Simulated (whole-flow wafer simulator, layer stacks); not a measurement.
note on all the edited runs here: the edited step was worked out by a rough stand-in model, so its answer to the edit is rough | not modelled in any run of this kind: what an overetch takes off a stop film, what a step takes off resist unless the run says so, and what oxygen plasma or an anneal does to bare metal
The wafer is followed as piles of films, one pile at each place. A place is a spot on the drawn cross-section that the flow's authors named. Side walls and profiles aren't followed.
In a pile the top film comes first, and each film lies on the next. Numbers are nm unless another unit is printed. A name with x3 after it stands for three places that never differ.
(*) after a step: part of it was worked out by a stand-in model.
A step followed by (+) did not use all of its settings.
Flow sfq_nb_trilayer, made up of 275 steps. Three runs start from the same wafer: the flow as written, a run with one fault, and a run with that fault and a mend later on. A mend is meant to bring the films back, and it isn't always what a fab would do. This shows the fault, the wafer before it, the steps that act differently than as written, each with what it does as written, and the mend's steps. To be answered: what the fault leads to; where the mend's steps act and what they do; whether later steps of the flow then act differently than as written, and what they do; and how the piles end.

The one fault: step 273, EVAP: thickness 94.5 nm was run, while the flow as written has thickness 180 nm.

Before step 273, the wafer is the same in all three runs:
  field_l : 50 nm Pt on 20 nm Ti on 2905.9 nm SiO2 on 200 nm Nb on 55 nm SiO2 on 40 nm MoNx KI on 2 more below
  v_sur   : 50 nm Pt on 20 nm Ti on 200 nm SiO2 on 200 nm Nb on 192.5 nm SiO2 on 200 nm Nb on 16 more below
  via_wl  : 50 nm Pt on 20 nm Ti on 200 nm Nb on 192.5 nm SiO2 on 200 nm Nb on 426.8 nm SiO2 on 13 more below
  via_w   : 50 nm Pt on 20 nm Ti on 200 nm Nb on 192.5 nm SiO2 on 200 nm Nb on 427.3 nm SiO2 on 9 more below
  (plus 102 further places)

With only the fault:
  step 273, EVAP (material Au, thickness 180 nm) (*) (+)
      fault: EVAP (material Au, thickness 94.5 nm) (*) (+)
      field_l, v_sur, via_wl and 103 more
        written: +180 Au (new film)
        fault: +94.5 Au (new film)
  Steps further on in the flow that do not act as written:
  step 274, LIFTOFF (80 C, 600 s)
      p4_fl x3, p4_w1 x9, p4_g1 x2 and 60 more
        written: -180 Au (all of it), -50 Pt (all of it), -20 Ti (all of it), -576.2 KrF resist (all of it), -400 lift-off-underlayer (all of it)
        fault: -94.5 Au (all of it), -50 Pt (all of it), -20 Ti (all of it), -576.2 KrF resist (all of it), -400 lift-off-underlayer (all of it)
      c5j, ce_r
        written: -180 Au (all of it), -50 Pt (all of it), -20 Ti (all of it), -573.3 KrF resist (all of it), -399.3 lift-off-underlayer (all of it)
        fault: -94.5 Au (all of it), -50 Pt (all of it), -20 Ti (all of it), -573.3 KrF resist (all of it), -399.3 lift-off-underlayer (all of it)
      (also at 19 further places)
  By the end, the piles at field_l, v_sur, via_wl and 8 more depart from the flow's by more than 2% or 0.5 nm, whichever is larger.
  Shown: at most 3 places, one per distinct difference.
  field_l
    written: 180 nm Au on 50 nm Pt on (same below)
    fault: 94.5 nm Au on 50 nm Pt on (same below)

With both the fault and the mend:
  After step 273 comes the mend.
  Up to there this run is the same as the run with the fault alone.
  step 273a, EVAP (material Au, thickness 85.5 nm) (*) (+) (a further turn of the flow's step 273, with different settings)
      field_l, v_sur, via_wl and 103 more
        +85.5 Au
  Later steps of the flow that are run all act as written at every place that is followed.
  By the end, the piles equal the flow's at every place that both follow.
